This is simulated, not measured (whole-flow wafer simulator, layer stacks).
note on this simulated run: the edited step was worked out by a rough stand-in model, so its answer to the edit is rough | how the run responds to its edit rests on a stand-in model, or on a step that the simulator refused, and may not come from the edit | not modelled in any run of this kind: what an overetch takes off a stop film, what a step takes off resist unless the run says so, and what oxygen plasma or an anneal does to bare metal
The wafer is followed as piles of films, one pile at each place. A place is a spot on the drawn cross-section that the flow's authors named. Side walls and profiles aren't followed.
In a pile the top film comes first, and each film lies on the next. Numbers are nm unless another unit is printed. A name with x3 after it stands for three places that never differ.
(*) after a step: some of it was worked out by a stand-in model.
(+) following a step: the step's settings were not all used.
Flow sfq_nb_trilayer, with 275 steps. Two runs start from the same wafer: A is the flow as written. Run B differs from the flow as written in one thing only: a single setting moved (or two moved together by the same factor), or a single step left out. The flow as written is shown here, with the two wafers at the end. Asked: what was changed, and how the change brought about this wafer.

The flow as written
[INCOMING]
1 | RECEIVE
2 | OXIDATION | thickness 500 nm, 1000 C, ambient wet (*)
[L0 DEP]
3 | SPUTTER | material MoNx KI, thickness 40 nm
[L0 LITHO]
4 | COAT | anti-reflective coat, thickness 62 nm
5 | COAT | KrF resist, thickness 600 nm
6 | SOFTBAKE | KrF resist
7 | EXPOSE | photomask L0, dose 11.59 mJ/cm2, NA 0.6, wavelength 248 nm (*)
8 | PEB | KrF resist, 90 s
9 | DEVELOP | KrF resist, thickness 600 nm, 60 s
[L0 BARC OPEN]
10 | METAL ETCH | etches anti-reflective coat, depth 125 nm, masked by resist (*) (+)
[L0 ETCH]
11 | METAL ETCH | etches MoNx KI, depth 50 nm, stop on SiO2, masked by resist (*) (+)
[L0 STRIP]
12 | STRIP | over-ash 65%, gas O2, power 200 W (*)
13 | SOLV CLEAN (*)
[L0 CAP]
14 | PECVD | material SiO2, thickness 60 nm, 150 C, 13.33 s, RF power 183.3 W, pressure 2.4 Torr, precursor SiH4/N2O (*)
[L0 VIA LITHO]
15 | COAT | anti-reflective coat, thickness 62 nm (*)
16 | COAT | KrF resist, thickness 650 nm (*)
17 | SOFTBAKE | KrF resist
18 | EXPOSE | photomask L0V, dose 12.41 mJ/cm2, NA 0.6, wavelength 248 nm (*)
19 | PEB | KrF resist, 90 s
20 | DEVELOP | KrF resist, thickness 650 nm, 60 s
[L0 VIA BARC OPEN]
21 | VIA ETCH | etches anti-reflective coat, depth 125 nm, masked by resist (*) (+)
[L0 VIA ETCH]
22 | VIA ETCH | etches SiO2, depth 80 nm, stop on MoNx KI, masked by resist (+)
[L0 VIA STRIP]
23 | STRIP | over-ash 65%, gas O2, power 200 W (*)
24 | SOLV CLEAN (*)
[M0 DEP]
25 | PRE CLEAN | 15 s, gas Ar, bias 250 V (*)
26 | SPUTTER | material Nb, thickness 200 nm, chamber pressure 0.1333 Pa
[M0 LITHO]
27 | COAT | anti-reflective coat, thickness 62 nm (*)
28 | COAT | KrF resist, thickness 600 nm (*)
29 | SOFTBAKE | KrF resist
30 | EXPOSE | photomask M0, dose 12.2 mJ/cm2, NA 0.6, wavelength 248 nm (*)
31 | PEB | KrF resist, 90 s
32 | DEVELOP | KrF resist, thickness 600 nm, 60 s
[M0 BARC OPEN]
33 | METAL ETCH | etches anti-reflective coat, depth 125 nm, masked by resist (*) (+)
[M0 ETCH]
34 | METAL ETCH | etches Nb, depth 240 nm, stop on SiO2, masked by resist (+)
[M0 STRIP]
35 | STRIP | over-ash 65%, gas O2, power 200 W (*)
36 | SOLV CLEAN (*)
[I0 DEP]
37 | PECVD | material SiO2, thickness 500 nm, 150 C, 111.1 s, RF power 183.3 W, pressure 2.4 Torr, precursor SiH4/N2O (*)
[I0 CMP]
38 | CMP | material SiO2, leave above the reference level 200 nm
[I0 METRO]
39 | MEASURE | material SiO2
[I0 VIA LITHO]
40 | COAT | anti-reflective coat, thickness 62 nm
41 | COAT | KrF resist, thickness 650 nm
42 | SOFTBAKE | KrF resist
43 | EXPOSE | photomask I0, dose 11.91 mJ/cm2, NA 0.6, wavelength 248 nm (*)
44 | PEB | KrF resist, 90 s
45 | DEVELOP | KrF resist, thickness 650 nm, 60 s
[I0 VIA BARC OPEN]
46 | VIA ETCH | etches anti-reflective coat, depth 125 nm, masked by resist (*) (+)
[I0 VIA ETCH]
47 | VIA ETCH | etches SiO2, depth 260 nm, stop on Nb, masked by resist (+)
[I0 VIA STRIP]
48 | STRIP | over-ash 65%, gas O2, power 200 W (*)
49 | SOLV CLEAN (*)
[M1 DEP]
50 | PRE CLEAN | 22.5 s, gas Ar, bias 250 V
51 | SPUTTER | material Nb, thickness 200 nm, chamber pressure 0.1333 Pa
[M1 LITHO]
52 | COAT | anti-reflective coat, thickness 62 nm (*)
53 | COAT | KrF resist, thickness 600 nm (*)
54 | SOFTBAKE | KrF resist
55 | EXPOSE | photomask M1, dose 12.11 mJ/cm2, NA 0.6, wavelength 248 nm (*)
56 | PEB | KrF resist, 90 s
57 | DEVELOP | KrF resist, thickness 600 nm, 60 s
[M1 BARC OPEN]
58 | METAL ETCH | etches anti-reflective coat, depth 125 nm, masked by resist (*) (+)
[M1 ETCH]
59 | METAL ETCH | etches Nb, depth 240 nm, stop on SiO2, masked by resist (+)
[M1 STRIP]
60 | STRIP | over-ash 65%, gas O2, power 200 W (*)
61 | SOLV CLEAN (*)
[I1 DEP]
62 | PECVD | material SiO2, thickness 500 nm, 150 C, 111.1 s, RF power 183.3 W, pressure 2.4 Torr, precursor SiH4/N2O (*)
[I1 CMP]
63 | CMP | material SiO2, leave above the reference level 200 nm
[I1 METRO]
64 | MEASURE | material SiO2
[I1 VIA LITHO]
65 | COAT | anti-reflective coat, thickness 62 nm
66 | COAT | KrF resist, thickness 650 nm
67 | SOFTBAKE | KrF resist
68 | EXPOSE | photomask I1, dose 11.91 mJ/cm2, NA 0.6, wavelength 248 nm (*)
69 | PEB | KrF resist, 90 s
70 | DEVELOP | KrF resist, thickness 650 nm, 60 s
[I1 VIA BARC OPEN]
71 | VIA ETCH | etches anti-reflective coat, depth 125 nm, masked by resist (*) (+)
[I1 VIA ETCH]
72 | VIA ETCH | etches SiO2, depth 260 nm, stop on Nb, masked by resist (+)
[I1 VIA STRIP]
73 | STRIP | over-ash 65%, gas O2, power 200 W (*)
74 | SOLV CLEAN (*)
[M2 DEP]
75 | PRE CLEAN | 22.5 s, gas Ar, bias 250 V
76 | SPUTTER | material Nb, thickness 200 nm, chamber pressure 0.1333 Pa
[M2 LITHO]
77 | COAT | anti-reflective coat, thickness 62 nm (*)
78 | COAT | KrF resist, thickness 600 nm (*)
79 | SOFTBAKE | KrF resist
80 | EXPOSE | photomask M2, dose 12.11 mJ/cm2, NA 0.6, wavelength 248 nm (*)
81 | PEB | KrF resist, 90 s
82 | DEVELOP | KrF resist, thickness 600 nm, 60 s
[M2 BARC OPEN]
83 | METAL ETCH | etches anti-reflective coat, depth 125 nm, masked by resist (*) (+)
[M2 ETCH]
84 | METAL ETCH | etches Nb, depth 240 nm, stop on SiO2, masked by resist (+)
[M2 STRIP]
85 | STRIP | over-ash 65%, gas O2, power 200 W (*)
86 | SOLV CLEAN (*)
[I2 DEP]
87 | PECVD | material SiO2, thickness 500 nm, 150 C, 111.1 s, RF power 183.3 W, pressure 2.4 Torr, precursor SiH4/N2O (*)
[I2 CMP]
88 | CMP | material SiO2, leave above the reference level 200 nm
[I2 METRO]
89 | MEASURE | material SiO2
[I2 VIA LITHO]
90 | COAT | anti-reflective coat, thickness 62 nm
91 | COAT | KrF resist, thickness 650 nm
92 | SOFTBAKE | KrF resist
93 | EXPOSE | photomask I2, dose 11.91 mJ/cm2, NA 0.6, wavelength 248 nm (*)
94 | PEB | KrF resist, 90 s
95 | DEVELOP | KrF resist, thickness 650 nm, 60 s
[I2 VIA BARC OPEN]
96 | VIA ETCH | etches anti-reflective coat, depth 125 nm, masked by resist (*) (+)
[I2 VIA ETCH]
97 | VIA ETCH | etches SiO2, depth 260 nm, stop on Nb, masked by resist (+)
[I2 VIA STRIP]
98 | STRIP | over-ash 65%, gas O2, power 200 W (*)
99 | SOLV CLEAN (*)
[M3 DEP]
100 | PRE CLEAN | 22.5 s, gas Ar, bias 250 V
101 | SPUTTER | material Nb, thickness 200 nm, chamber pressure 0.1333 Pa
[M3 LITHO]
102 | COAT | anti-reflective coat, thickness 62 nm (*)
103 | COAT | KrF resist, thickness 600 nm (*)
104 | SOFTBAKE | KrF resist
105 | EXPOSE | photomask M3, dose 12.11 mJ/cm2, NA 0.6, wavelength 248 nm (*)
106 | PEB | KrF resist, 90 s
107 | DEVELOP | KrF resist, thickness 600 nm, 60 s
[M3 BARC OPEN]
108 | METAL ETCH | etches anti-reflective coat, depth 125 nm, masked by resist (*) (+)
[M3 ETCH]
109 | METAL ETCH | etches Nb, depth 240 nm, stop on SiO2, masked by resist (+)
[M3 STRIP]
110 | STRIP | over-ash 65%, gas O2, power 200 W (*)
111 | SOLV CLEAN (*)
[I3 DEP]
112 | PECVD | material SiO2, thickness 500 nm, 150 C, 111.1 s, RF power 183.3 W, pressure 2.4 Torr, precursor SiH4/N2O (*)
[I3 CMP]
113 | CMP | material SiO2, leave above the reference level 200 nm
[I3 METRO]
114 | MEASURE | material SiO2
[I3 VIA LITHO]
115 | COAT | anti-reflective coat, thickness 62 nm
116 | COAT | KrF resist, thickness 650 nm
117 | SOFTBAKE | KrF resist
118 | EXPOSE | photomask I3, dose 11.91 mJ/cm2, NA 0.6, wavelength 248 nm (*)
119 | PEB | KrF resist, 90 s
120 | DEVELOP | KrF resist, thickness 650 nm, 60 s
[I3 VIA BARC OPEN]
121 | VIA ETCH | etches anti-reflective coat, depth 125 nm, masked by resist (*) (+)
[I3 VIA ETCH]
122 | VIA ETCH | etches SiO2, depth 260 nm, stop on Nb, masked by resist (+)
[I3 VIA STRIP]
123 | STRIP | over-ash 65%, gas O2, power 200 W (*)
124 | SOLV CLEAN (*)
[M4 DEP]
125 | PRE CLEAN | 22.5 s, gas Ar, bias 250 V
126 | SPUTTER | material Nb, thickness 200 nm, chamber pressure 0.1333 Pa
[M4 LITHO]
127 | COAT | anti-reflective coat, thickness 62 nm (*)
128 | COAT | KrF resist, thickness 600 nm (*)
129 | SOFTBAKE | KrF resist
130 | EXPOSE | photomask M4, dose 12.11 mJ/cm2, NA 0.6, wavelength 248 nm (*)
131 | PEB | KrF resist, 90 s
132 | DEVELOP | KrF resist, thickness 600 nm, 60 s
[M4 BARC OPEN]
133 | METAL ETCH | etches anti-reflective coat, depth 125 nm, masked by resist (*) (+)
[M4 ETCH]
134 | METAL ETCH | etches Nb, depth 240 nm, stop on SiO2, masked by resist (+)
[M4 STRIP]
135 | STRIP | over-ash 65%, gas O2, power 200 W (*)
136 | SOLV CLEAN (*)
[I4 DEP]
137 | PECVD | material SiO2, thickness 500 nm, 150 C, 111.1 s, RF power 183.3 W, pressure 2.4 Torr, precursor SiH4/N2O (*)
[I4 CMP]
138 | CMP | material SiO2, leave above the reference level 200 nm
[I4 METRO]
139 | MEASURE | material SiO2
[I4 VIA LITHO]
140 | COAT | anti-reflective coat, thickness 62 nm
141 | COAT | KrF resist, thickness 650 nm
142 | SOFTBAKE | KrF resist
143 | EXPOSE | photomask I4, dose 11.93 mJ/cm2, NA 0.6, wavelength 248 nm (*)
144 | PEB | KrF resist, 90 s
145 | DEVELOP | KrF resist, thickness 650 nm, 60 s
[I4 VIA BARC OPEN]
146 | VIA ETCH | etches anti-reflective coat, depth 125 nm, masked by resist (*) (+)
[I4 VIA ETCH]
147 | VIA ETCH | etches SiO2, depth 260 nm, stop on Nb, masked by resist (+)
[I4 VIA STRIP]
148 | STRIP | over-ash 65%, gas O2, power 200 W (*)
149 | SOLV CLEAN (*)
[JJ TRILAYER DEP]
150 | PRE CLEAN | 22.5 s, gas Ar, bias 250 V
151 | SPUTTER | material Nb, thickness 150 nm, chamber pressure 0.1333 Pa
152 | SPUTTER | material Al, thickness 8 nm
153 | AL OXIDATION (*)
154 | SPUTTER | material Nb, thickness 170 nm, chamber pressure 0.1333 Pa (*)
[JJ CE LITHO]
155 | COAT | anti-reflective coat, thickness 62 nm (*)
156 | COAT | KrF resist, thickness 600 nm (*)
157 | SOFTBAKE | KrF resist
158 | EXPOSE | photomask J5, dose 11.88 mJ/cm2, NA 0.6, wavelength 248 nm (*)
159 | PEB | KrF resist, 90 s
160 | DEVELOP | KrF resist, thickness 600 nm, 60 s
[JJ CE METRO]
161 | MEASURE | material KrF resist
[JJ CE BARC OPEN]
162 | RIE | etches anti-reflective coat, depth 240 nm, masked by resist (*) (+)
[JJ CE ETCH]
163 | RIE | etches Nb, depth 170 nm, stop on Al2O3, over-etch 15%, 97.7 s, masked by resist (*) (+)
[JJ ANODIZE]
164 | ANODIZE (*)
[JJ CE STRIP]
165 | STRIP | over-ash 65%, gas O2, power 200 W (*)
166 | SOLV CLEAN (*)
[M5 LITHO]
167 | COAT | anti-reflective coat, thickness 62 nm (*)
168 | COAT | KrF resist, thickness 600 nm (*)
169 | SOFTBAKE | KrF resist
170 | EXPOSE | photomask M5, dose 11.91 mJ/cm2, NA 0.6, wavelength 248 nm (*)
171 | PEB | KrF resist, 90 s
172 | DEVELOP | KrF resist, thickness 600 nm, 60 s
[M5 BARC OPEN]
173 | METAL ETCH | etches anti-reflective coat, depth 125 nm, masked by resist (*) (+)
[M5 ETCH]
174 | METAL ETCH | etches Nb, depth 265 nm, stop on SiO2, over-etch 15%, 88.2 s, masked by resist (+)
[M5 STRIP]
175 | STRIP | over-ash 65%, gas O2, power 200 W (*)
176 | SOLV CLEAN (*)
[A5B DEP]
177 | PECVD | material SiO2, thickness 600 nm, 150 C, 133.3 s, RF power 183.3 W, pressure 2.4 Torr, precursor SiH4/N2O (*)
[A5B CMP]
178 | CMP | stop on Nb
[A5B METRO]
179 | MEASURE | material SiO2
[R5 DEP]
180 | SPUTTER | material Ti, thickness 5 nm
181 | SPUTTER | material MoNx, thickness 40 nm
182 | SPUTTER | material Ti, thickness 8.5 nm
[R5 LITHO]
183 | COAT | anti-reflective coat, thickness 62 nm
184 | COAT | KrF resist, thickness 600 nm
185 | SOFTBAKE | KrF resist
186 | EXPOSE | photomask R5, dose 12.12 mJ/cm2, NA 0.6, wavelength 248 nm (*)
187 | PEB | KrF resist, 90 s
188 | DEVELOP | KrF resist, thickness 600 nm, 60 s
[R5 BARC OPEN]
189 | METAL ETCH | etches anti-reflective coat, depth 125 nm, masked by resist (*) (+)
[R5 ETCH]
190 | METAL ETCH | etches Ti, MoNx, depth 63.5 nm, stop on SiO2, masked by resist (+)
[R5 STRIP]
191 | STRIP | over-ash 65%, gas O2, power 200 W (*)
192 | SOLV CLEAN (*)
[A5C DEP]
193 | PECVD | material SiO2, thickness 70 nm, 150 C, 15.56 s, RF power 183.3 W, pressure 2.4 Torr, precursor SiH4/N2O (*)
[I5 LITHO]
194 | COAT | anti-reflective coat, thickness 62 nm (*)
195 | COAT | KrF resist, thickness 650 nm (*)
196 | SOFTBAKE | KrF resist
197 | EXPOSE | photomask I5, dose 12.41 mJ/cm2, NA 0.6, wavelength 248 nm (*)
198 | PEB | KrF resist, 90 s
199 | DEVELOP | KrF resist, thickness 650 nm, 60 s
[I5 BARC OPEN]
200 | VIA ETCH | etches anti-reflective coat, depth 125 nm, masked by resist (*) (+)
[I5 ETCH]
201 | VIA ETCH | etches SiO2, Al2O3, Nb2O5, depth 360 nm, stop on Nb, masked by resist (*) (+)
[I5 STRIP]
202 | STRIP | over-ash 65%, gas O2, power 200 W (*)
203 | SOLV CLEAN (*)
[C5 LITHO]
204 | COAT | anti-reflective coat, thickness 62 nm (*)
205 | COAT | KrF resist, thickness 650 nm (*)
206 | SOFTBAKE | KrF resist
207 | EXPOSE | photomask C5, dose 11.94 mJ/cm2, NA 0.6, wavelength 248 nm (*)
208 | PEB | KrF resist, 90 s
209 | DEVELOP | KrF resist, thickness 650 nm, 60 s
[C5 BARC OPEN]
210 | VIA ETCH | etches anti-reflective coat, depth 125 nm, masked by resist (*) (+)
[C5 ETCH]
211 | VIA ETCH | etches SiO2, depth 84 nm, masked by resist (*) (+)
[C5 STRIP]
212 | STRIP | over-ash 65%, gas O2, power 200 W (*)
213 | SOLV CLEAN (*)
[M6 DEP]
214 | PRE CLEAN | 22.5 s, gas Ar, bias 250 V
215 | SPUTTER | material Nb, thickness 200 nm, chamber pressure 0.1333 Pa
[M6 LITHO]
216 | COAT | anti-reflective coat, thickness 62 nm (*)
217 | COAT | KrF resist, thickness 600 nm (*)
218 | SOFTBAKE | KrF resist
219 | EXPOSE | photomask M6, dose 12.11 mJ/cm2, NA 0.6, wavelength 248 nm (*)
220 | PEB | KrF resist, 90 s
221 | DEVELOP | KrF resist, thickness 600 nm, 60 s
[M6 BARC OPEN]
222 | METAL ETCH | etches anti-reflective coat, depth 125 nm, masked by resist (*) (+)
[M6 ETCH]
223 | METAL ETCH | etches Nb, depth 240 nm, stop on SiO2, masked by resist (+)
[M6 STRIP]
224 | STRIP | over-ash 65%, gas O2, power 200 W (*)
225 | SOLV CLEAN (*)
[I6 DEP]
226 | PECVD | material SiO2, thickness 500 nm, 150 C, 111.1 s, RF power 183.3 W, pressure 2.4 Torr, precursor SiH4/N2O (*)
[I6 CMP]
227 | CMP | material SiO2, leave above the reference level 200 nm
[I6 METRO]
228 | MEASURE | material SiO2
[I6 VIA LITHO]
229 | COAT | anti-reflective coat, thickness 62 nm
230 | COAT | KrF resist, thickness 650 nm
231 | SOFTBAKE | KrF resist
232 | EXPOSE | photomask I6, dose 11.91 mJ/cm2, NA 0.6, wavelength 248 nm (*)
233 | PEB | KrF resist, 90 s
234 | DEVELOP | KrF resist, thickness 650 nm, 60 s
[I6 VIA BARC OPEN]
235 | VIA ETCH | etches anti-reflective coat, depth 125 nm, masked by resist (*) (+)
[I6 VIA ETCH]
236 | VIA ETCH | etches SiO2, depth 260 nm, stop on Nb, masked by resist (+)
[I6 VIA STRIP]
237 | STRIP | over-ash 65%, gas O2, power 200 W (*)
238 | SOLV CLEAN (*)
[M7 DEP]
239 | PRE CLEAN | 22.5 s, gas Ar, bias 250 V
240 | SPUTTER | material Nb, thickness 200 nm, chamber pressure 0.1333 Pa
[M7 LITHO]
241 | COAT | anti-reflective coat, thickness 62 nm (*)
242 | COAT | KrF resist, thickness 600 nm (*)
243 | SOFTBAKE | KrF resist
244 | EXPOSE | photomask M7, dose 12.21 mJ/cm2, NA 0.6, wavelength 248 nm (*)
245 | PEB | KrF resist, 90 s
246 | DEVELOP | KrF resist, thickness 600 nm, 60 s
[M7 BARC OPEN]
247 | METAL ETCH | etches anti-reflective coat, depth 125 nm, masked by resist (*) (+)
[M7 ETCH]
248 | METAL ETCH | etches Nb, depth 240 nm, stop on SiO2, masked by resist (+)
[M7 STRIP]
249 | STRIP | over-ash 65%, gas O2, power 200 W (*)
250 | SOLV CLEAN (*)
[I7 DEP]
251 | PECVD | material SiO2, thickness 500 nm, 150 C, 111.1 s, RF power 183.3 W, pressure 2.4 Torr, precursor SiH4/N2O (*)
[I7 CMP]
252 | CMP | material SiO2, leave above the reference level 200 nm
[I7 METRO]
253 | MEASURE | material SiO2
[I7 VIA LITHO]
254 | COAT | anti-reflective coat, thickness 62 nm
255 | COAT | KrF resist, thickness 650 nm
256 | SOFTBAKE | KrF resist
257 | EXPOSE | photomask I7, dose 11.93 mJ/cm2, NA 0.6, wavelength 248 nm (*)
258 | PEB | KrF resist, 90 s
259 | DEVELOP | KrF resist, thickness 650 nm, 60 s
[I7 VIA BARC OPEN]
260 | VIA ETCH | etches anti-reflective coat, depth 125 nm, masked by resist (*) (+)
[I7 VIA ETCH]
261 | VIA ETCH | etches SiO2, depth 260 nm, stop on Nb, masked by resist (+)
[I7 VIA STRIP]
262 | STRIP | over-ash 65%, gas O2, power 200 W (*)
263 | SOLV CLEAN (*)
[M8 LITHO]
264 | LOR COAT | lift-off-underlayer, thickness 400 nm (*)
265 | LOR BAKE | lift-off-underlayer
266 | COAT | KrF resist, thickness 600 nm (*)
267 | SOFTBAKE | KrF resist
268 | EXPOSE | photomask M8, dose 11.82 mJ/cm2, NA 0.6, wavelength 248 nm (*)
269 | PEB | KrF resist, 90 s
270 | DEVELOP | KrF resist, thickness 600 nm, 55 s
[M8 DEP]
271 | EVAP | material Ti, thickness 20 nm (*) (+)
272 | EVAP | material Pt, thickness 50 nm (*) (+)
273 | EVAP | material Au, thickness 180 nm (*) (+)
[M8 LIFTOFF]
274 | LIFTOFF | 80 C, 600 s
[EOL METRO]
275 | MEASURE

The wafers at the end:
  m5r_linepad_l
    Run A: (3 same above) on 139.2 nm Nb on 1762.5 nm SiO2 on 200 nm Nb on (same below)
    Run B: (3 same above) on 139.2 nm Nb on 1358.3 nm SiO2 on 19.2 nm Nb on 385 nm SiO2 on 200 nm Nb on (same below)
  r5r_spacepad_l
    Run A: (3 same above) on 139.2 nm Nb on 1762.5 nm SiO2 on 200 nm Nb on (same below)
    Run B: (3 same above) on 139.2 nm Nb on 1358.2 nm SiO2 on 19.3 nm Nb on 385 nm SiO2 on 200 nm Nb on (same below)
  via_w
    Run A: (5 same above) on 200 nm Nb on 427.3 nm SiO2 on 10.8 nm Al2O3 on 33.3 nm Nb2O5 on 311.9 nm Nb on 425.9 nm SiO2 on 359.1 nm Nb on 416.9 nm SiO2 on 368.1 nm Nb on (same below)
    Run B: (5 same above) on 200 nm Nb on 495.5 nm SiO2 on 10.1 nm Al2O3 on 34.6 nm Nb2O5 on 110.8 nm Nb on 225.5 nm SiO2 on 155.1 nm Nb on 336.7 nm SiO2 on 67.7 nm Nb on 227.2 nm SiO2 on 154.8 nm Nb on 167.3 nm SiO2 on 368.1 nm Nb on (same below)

Cause: step 62, PECVD: thickness 200 nm was run, whereas the flow has thickness 500 nm; step 62, PECVD: 44.44 s was run, where the flow has 111.1 s.

How this came from the change, step by step:
  62 | PECVD | material SiO2, thickness 500 nm, 150 C, 111.1 s, RF power 183.3 W, pressure 2.4 Torr, precursor SiH4/N2O (*)
      field_l, be, be_sur and 72 more: A SiO2 gains 500 | B SiO2 gains 200
      v_sur, via_wl, via_wr and 20 more: A SiO2 gains 500 (new film) | B SiO2 gains 200 (new film)
      (and at 8 other places as well)
  63 | CMP | material SiO2, leave above the reference level 200 nm
      field_l, be, be_sur and 72 more: A SiO2 loses 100 | B nothing
      v_sur, via_wl, via_wr and 20 more: A SiO2 loses 300 | B nothing
      (and at 8 other places as well)
  65 | COAT | anti-reflective coat, thickness 62 nm
      jj_sur, r_sur, res, p3_l3, p3_l5, p3_l6: A anti-reflective coat gains 62 (new film) | B anti-reflective coat gains 64.2 (new film)
      m0r_space_l, m0r_space_r, m6r_space_l x2, m7r_space_l x2: A anti-reflective coat gains 62 (new film) | B anti-reflective coat gains 81.5 (new film)
      (and at 78 other places as well)
  66 | COAT | KrF resist, thickness 650 nm
      m0r_space_l, m0r_space_r, m5r_space_l, m5r_space_r, m6r_space_l x2, m7r_space_l x2: A KrF resist gains 650 (new film) | B KrF resist gains 677.3 (new film)
      m0r_line_l, m0r_line_r, m6r_line_l x2, m7r_line_l x2: A KrF resist gains 650 (new film) | B KrF resist gains 687.3 (new film)
      (and at 60 other places as well)
  70 | DEVELOP | KrF resist, thickness 650 nm, 60 s
      via_v: A KrF resist loses 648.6 (all of it) | B KrF resist loses 577.3 (all of it)
  71 | VIA ETCH | etches anti-reflective coat, depth 125 nm, masked by resist (*) (+)
      field_l, v_sur, via_wl and 102 more: A KrF resist loses 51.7 | B KrF resist loses 38.6
      via_v: A anti-reflective coat loses 62 (all of it), SiO2 loses 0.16 | B anti-reflective coat loses 46.3 (all of it), SiO2 loses 0.12
  73 | STRIP | over-ash 65%, gas O2, power 200 W (*)
      m0r_line_l, m0r_line_r, m6r_line_l x2, m7r_line_l x2: A KrF resist loses 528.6 (all of it), anti-reflective coat loses 62 (all of it) | B KrF resist loses 578.9 (all of it), anti-reflective coat loses 61.5 (all of it)
      m0r_space_l, m0r_space_r, m6r_space_l x2, m7r_space_l x2: A KrF resist loses 528.6 (all of it), anti-reflective coat loses 62 (all of it) | B KrF resist loses 569 (all of it), anti-reflective coat loses 81.5 (all of it)
      (and at 93 other places as well)
  76 | SPUTTER | material Nb, thickness 200 nm, chamber pressure 0.1333 Pa
      lsp_m, ln_m6, lsp_r, l0_sur, l0v: A Nb gains 200 (new film) | B Nb gains 194.3 (new film)
      be, lsp_l: A Nb gains 200 (new film) | B Nb gains 174.8 (new film)
      (and at 1 other place as well)
  77 | COAT | anti-reflective coat, thickness 62 nm (*)
      m0r_space_l, m0r_space_r, m6r_space_l x2, m7r_space_l x2: A anti-reflective coat gains 62 (new film) | B anti-reflective coat gains 82.3 (new film)
      p3_l3, p3_s3, p3_s4, p3_l6: A anti-reflective coat gains 62 (new film) | B anti-reflective coat gains 64.2 (new film)
      (and at 80 other places as well)
  78 | COAT | KrF resist, thickness 600 nm (*)
      m0r_line_l, m0r_line_r, m6r_line_l x2, m7r_line_l x2: A KrF resist gains 600 (new film) | B KrF resist gains 636.9 (new film)
      m0r_space_l, m0r_space_r, m6r_space_l x2, m7r_space_l x2: A KrF resist gains 600 (new film) | B KrF resist gains 626.8 (new film)
      (and at 65 other places as well)
  82 | DEVELOP | KrF resist, thickness 600 nm, 60 s
      m0r_line_l, m0r_line_r, m6r_line_l x2, m7r_line_l x2: A KrF resist loses 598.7 (all of it) | B KrF resist loses 635.6 (all of it)
      m0r_space_l, m0r_space_r, m6r_space_l x2, m7r_space_l x2: A KrF resist loses 598.7 (all of it) | B KrF resist loses 625.5 (all of it)
      (and at 43 other places as well)
  83 | METAL ETCH | etches anti-reflective coat, depth 125 nm, masked by resist (*) (+)
      m5r_linepad_l, m5r_linepad_r, r5r_spacepad_l, r5r_spacepad_r, m8r_pad_l, m8r_pad_r: A anti-reflective coat loses 62 (all of it) | B anti-reflective coat loses 125
      v_sur, via_wl, via_w and 19 more: A KrF resist loses 51.7 | B KrF resist loses 69.4
      (and at 62 other places as well)
  84 | METAL ETCH | etches Nb, depth 240 nm, stop on SiO2, masked by resist (+)
      m5r_linepad_l, m5r_linepad_r: A Nb loses 200 (all of it) | B anti-reflective coat loses 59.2 (all of it), Nb loses 180.8
      r5r_spacepad_l, r5r_spacepad_r: A Nb loses 200 (all of it) | B anti-reflective coat loses 59.3 (all of it), Nb loses 180.7
      (and at 9 other places as well)
  85 | STRIP | over-ash 65%, gas O2, power 200 W (*)
      v_sur: A KrF resist loses 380 (all of it), anti-reflective coat loses 61.4 (all of it) | B KrF resist loses 261.5 (all of it), anti-reflective coat loses 36.8 (all of it)
      via_wl: A KrF resist loses 379.5 (all of it), anti-reflective coat loses 61.3 (all of it) | B KrF resist loses 271.8 (all of it), anti-reflective coat loses 30.7 (all of it)
      (and at 20 other places as well)
  87 | PECVD | material SiO2, thickness 500 nm, 150 C, 111.1 s, RF power 183.3 W, pressure 2.4 Torr, precursor SiH4/N2O (*)
      m5r_linepad_l, m5r_linepad_r, r5r_spacepad_l, r5r_spacepad_r: A SiO2 gains 500 | B SiO2 gains 500 (new film)
      wl_d_sl, wl_d_sr: A SiO2 gains 500 | B SiO2 gains 587.3
      (and at 1 other place as well)
  88 | CMP | material SiO2, leave above the reference level 200 nm
      field_l, be, be_sur and 79 more: A SiO2 loses 100 | B nothing
      via_w: A SiO2 loses 300 | B SiO2 loses 157.1
  ... 42 further steps ...
  178 | CMP | stop on Nb
      via_w: A SiO2 loses 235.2 | B SiO2 loses 226.5
With metal films that touch counted as one body, m5r_linepad_l has 3 bodies (between them, from the top down: SiO2 1358.3; SiO2 385); the flow as written gives 2 bodies (between them, from the top down: SiO2 1762.5).
With metal films that touch counted as one body, r5r_spacepad_l has 3 bodies (between them, from the top down: SiO2 1358.2; SiO2 385); the flow as written gives 2 bodies (between them, from the top down: SiO2 1762.5).
With metal films that touch counted as one body, via_w has 7 bodies (between them, from the top down: SiO2 192.5; SiO2 495.5 / Al2O3 10.1 / Nb2O5 34.6; SiO2 225.5; SiO2 336.7; SiO2 227.2; SiO2 167.3); the flow as written gives 5 bodies (between them, from the top down: SiO2 192.5; SiO2 427.3 / Al2O3 10.8 / Nb2O5 33.3; SiO2 425.9; SiO2 416.9).
